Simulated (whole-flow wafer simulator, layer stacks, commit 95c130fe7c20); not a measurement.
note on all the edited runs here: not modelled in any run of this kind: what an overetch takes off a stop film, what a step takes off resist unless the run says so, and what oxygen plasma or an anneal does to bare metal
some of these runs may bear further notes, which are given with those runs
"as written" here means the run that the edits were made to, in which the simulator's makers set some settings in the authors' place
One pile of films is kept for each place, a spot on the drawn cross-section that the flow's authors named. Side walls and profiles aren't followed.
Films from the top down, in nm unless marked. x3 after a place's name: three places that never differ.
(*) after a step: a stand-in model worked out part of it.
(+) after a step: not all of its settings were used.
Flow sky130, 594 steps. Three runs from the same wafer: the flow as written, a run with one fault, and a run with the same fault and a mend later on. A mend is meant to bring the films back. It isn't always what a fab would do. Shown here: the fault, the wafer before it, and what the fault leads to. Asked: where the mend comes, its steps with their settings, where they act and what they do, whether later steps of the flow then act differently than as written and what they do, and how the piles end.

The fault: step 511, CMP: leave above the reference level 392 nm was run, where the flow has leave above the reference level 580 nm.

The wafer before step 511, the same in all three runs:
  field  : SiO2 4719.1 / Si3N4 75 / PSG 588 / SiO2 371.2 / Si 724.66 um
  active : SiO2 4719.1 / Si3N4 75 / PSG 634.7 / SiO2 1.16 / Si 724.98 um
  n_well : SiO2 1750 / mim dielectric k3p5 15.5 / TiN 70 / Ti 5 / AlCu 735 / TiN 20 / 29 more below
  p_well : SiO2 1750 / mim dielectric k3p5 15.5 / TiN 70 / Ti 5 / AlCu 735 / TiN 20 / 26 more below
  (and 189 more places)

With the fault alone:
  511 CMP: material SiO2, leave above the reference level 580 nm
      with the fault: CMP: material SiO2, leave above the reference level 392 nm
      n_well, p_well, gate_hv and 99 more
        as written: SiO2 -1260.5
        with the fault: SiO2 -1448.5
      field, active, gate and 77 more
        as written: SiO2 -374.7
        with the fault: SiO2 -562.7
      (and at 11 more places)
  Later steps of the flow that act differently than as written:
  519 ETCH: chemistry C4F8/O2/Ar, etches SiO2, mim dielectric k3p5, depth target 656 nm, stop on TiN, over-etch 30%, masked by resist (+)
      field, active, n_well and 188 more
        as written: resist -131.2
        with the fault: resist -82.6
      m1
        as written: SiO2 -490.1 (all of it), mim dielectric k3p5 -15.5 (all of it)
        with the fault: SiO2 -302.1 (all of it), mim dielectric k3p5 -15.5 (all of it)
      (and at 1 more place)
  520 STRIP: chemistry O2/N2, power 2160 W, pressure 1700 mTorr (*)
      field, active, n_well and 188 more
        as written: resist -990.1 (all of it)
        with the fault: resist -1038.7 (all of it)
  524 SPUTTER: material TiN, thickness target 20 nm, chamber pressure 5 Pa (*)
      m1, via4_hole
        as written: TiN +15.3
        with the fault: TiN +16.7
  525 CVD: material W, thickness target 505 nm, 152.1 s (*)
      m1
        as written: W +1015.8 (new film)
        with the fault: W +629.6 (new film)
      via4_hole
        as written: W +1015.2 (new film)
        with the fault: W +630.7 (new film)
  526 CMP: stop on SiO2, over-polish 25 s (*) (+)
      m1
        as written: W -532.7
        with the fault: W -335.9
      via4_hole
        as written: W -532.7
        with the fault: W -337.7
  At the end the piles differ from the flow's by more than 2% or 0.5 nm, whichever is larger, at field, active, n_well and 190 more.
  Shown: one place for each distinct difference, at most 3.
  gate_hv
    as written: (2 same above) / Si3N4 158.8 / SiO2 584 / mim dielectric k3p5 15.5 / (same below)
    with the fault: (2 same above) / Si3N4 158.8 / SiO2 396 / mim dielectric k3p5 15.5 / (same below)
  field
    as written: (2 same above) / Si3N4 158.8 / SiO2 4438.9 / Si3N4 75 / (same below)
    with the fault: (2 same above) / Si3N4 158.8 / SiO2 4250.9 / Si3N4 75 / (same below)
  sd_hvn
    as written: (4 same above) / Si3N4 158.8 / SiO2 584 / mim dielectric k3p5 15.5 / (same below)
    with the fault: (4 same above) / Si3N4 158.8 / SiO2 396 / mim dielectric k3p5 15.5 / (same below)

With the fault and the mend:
  The mend comes after step 511.
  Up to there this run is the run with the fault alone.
  511a HDPCVD: thickness target 188 nm (*) (the flow's step 510 once more, with other settings)
      field, active, n_well and 190 more
        SiO2 +188
  No later step of the flow acts differently than as written at any place that is followed.
  At the end the piles are the same as the flow's at every place that both follow.
